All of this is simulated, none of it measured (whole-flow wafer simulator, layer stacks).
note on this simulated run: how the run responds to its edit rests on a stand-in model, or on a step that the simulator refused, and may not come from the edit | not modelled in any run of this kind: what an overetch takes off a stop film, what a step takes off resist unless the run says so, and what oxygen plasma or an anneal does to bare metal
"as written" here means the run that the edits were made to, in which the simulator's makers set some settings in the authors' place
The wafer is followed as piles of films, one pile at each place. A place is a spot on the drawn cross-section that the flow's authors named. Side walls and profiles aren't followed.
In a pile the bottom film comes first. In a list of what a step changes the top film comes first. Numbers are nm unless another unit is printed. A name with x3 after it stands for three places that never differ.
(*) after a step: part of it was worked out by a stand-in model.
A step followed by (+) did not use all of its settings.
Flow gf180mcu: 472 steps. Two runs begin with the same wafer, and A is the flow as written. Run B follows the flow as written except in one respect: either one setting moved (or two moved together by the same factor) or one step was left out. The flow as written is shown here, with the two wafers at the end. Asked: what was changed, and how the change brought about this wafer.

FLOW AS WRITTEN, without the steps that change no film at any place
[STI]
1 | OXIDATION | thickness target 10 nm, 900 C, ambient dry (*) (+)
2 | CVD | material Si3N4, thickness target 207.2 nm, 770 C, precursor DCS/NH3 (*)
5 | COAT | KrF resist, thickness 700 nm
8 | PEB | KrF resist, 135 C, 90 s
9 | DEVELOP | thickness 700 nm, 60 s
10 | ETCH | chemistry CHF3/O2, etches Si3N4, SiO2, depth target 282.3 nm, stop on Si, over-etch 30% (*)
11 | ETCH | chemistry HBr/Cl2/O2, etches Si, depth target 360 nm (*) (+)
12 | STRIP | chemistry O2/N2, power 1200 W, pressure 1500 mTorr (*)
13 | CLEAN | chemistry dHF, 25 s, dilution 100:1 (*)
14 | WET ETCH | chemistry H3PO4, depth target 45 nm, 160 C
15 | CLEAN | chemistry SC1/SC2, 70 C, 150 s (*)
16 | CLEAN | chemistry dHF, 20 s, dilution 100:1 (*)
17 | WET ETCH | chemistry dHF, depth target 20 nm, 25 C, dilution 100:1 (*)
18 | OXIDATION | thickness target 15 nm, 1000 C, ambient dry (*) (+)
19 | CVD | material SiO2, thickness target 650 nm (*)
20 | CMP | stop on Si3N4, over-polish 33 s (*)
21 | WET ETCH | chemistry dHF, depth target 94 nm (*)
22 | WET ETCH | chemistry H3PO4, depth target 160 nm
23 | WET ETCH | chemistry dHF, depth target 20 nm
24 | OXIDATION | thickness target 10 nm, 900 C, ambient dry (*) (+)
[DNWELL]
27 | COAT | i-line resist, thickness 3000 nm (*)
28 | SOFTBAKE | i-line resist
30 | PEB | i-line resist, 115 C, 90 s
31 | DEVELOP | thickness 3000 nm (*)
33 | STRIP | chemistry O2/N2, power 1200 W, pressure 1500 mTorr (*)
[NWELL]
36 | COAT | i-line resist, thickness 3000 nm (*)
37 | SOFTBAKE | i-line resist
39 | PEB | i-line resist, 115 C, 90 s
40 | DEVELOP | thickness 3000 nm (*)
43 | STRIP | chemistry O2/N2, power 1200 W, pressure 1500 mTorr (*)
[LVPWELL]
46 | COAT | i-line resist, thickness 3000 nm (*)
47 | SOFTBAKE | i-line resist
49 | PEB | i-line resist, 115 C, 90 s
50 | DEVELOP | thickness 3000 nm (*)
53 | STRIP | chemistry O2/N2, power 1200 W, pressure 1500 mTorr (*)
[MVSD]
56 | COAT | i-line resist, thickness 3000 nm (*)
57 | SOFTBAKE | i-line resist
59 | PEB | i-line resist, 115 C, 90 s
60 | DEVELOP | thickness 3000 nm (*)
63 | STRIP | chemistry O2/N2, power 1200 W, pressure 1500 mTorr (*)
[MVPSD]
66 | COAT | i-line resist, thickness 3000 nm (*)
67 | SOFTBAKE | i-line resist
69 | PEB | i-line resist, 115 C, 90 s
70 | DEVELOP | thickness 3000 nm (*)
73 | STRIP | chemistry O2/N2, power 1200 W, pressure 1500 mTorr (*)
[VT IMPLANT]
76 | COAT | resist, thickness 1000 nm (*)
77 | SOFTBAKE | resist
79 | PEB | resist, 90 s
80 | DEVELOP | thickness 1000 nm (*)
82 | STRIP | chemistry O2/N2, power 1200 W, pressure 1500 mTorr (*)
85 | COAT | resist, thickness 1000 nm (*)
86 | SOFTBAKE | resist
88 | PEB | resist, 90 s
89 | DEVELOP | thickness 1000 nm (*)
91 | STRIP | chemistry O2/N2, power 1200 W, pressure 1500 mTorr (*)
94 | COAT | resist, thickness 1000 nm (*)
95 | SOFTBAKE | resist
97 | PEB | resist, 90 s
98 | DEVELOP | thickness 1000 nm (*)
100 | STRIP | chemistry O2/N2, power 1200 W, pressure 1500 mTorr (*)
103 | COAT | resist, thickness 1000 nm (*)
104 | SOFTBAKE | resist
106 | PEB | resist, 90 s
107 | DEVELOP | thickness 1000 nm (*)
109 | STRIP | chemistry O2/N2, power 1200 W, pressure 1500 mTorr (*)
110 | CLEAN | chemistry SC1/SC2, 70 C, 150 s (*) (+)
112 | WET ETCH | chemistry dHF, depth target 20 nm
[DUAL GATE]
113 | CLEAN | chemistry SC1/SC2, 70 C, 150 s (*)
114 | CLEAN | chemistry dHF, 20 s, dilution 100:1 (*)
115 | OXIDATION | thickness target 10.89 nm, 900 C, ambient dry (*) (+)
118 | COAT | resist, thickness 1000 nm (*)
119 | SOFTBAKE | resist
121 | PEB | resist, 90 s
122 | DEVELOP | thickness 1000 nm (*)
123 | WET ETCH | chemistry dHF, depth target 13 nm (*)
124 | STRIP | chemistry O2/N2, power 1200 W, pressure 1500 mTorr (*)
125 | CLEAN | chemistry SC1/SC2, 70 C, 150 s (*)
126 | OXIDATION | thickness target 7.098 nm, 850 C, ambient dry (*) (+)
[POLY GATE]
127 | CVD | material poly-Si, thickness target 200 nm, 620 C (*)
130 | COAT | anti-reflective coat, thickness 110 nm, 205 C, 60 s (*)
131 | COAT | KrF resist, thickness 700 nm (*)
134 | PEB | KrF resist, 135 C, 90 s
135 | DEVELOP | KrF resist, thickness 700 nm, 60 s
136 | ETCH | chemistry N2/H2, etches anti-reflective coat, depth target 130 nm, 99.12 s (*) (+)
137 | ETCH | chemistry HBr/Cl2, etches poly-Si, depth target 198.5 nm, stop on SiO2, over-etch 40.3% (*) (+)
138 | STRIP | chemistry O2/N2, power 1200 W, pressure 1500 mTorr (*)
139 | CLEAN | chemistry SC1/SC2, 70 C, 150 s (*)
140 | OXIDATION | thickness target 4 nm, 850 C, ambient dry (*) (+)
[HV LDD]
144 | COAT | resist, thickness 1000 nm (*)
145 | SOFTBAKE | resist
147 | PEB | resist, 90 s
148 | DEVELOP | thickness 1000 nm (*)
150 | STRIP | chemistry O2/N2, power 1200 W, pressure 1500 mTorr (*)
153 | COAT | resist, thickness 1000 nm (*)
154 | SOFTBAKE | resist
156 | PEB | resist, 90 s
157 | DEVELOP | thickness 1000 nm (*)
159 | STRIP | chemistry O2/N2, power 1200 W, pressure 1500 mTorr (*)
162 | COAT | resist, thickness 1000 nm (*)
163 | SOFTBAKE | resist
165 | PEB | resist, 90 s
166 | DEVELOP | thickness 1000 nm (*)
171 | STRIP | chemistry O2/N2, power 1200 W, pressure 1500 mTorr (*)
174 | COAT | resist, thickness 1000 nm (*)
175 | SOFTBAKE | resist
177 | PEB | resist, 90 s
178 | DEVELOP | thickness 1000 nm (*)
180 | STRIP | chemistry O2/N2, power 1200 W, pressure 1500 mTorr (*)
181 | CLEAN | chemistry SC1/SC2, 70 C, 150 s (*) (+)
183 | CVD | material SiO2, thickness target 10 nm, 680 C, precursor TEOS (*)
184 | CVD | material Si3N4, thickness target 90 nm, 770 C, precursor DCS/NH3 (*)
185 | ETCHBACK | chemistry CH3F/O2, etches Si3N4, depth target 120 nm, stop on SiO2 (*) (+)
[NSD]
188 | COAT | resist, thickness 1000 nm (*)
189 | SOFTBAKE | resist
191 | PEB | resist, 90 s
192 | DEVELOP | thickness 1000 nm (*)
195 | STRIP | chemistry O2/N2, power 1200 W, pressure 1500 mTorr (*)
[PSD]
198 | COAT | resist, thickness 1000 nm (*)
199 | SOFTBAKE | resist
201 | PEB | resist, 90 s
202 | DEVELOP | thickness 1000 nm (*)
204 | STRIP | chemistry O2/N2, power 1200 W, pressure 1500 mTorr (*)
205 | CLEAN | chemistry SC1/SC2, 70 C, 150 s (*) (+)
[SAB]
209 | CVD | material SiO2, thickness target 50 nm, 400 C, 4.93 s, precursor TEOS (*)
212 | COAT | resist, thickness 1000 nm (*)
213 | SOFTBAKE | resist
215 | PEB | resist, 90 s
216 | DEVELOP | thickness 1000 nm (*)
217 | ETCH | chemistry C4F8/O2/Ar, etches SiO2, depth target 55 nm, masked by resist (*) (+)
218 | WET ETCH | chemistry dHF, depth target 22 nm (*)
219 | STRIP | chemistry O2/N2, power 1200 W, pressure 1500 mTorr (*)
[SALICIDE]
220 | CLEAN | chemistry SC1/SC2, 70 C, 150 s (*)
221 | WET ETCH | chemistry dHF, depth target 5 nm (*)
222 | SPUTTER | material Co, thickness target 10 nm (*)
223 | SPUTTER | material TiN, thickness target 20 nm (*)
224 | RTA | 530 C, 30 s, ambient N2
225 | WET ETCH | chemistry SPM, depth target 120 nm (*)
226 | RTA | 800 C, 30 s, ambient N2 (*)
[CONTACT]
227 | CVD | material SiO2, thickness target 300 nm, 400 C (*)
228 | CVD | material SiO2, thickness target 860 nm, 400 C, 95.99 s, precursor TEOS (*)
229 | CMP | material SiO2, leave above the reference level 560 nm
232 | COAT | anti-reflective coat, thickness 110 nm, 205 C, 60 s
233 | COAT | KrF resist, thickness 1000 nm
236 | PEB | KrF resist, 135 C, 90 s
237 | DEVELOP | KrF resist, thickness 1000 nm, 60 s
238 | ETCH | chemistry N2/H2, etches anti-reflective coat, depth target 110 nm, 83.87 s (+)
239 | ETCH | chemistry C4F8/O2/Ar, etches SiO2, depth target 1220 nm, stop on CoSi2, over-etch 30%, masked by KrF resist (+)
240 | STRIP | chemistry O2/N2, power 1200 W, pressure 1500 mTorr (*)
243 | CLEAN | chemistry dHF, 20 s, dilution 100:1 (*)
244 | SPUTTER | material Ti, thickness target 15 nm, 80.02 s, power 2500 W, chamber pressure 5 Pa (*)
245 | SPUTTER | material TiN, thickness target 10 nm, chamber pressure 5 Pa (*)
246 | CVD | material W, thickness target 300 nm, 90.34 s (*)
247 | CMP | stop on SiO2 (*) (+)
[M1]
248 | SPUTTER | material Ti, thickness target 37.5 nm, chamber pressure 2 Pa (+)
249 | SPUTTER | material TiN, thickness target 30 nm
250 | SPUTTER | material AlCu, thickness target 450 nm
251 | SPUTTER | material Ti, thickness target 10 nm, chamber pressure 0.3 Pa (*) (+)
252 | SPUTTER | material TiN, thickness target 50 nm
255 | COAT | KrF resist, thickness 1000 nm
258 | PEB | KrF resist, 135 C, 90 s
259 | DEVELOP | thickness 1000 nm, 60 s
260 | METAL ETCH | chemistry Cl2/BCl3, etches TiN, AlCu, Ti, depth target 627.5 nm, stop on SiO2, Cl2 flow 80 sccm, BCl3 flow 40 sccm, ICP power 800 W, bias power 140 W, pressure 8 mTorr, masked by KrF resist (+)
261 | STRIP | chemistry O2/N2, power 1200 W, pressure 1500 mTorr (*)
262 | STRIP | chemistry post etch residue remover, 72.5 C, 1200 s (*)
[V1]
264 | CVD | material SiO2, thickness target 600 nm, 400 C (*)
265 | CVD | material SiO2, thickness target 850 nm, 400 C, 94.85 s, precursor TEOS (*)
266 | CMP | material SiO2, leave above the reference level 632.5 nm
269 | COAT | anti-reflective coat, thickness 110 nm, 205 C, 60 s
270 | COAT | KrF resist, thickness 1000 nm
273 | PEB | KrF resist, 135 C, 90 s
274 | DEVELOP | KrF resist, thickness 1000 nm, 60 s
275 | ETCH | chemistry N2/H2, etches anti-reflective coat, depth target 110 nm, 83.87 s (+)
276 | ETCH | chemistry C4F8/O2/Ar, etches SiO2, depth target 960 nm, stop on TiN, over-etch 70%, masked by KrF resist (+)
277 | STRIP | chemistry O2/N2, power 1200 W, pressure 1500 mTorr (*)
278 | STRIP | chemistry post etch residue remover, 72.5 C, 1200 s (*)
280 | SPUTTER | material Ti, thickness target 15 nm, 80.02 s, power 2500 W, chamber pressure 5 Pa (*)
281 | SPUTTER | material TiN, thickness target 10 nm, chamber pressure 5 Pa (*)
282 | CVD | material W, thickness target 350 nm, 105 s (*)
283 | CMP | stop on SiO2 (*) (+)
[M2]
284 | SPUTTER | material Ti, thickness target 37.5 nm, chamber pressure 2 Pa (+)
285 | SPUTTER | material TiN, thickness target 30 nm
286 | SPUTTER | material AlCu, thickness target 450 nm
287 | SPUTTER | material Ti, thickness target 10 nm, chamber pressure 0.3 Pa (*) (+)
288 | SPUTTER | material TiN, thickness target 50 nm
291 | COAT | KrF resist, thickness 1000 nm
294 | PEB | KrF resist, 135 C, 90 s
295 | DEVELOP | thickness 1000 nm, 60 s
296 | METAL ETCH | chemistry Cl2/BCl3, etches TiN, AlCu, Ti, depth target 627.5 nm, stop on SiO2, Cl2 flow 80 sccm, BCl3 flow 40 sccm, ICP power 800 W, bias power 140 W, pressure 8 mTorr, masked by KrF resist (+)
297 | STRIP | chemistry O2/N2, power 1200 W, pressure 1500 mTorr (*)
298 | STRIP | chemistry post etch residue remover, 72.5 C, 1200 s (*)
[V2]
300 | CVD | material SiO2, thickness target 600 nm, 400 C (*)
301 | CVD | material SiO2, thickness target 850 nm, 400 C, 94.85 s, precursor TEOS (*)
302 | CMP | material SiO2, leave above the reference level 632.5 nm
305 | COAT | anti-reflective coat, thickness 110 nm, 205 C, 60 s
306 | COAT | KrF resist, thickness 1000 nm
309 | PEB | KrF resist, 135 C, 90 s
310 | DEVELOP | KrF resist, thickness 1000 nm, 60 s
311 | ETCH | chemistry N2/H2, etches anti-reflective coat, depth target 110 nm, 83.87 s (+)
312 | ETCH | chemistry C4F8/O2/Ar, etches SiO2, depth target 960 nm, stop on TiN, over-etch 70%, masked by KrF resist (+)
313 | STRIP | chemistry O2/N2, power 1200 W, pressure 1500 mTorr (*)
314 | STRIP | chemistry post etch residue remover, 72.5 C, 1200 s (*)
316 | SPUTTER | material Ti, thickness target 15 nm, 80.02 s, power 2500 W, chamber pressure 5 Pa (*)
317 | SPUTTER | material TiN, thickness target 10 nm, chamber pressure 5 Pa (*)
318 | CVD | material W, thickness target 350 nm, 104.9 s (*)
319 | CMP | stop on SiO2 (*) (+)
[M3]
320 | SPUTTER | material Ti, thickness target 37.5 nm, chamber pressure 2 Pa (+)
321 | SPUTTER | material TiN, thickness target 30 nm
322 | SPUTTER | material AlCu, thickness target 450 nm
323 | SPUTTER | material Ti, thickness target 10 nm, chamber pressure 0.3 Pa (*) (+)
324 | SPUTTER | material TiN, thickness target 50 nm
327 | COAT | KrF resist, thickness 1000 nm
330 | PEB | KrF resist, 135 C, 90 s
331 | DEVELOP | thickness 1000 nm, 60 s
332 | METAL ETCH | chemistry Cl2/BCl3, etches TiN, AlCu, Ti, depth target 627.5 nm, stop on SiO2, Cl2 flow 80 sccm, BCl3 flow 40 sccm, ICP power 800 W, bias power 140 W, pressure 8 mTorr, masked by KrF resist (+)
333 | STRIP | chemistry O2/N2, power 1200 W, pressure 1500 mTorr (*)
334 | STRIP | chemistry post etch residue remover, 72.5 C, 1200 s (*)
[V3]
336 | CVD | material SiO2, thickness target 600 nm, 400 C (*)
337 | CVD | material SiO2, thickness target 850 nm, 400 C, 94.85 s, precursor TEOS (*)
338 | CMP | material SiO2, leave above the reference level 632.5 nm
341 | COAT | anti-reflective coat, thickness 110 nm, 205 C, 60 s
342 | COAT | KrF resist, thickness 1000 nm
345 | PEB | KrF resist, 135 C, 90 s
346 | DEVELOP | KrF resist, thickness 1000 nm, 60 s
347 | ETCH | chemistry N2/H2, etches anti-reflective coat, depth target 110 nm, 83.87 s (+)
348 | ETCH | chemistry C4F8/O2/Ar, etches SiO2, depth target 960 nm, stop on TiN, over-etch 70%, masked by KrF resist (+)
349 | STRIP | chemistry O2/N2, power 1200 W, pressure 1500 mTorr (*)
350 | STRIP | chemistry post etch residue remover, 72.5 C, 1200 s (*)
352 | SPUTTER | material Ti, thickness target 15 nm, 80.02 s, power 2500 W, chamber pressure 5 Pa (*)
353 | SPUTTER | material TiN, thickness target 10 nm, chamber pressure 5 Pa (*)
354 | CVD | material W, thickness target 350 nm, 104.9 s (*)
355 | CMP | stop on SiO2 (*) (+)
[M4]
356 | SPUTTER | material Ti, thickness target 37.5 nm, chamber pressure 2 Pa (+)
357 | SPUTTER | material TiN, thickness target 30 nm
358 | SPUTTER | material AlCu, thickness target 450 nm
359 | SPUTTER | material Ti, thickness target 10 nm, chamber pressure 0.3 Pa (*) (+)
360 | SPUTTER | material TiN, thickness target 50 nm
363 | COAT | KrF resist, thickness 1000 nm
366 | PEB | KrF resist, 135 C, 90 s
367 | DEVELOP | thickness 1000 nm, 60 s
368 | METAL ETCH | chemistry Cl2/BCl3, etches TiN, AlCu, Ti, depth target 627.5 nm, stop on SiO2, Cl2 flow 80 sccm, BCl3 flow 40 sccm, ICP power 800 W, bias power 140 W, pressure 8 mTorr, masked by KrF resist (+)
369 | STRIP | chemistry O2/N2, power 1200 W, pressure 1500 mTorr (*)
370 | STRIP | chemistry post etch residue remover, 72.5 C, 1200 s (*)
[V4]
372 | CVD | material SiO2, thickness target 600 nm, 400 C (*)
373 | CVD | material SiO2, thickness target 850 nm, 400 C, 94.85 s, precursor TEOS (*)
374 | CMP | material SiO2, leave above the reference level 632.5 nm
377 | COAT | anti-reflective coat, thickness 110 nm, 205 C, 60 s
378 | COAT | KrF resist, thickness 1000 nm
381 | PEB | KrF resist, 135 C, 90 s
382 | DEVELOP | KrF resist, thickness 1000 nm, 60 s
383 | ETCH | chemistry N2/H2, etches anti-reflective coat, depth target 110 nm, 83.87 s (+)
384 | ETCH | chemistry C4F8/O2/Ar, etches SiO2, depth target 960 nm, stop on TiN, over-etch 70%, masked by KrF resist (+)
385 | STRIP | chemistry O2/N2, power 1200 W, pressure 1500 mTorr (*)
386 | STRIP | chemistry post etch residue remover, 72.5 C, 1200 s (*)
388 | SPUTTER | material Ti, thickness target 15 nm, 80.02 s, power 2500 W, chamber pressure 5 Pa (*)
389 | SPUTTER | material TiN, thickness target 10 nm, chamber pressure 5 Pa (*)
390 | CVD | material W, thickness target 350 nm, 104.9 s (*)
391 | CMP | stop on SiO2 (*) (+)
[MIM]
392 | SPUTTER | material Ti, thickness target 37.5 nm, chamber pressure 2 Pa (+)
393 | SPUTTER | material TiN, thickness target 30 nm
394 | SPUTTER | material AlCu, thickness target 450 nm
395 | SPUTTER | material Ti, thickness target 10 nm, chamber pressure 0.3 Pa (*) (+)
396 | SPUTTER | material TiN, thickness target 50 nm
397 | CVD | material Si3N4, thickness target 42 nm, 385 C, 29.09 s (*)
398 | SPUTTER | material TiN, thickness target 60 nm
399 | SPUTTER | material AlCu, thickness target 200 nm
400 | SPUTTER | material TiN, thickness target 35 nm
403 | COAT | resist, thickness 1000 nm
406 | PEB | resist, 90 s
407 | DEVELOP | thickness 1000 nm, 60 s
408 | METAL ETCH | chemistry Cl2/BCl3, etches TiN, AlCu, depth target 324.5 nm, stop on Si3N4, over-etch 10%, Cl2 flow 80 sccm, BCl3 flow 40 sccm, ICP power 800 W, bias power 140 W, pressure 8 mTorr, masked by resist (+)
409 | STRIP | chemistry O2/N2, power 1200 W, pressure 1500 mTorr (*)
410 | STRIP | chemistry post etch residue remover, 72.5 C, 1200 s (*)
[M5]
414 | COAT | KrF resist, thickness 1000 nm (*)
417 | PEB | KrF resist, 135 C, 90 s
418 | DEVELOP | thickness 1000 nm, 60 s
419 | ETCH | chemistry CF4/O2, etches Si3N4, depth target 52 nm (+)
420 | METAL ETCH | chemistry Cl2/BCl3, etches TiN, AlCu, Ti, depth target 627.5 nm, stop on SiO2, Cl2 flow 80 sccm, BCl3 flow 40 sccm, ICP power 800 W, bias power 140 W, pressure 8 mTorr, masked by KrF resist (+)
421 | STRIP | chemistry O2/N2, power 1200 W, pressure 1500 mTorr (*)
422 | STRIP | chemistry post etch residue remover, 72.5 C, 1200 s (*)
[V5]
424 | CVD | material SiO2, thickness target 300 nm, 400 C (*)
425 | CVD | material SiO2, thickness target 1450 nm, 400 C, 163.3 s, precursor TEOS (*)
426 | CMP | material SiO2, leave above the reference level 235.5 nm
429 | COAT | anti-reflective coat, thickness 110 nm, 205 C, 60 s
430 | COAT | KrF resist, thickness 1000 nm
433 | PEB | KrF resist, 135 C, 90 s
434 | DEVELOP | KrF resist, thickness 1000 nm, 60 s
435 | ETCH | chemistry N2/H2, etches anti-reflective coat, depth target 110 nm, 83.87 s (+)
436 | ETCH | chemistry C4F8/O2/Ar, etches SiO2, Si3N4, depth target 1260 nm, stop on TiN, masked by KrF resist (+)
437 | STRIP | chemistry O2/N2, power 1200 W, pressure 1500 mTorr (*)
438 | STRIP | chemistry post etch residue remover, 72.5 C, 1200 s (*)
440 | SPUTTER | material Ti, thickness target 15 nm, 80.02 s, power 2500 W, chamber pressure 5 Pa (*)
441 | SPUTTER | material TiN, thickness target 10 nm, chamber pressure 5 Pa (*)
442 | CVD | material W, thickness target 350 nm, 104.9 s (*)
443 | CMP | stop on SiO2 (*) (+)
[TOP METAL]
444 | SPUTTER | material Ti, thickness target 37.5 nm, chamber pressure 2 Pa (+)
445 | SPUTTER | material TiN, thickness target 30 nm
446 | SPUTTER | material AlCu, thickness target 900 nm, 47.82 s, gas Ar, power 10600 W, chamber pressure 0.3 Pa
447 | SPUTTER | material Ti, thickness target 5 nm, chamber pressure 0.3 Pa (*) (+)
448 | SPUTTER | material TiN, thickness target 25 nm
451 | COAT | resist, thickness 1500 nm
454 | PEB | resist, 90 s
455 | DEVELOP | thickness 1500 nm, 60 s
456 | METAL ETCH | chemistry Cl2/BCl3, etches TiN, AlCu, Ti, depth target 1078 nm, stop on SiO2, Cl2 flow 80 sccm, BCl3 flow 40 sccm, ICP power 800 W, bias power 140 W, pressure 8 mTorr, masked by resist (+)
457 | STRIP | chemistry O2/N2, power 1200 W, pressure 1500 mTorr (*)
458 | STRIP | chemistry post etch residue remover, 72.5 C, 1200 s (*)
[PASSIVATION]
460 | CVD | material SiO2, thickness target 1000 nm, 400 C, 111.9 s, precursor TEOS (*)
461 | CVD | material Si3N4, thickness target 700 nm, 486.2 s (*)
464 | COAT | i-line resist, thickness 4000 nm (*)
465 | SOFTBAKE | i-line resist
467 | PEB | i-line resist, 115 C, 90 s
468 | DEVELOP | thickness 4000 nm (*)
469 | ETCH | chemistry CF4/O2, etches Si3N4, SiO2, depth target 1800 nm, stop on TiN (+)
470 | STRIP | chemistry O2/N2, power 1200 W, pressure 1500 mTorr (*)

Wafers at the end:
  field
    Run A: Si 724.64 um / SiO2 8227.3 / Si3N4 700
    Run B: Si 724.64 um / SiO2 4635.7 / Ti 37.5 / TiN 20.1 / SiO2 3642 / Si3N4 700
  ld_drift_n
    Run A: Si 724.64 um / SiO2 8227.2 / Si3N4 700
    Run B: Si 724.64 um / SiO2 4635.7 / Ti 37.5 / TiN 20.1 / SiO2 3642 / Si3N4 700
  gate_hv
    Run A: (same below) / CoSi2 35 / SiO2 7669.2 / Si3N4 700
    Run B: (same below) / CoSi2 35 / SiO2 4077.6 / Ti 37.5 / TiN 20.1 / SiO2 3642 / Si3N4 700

What caused this: step 358, SPUTTER: thickness target 558 nm was run, while the flow as written has thickness target 450 nm.

The path from the change to this, step by step:
  358 | SPUTTER | material AlCu, thickness target 450 nm
      field, field__w1, field__w2 and 108 more: A AlCu gains 450 (new film) | B AlCu gains 558 (new film)
  368 | METAL ETCH | chemistry Cl2/BCl3, etches TiN, AlCu, Ti, depth target 627.5 nm, stop on SiO2, Cl2 flow 80 sccm, BCl3 flow 40 sccm, ICP power 800 W, bias power 140 W, pressure 8 mTorr, masked by KrF resist (+)
      field, field__w1, field__w2 and 103 more: A TiN loses 50 (all of it), Ti loses 10 (all of it), AlCu loses 450 (all of it), TiN loses 30 (all of it), Ti loses 37.5 (all of it) | B TiN loses 50 (all of it), Ti loses 10 (all of it), AlCu loses 558 (all of it), TiN loses 9.5
  372 | CVD | material SiO2, thickness target 600 nm, 400 C (*)
      field, field__w1, field__w2 and 103 more: A SiO2 gains 600 | B SiO2 gains 600 (new film)
  374 | CMP | material SiO2, leave above the reference level 632.5 nm
      field, field__w1, field__w2 and 103 more: A SiO2 loses 300 | B SiO2 loses 249.6
If metal films that touch count as one body, field has 1 body; the flow as written gives 0 bodies.
If metal films that touch count as one body, ld_drift_n has 1 body; the flow as written gives 0 bodies.
If metal films that touch count as one body, gate_hv has 2 bodies (between them, from the top down: SiO2 4077.6); the flow as written gives 1 body.
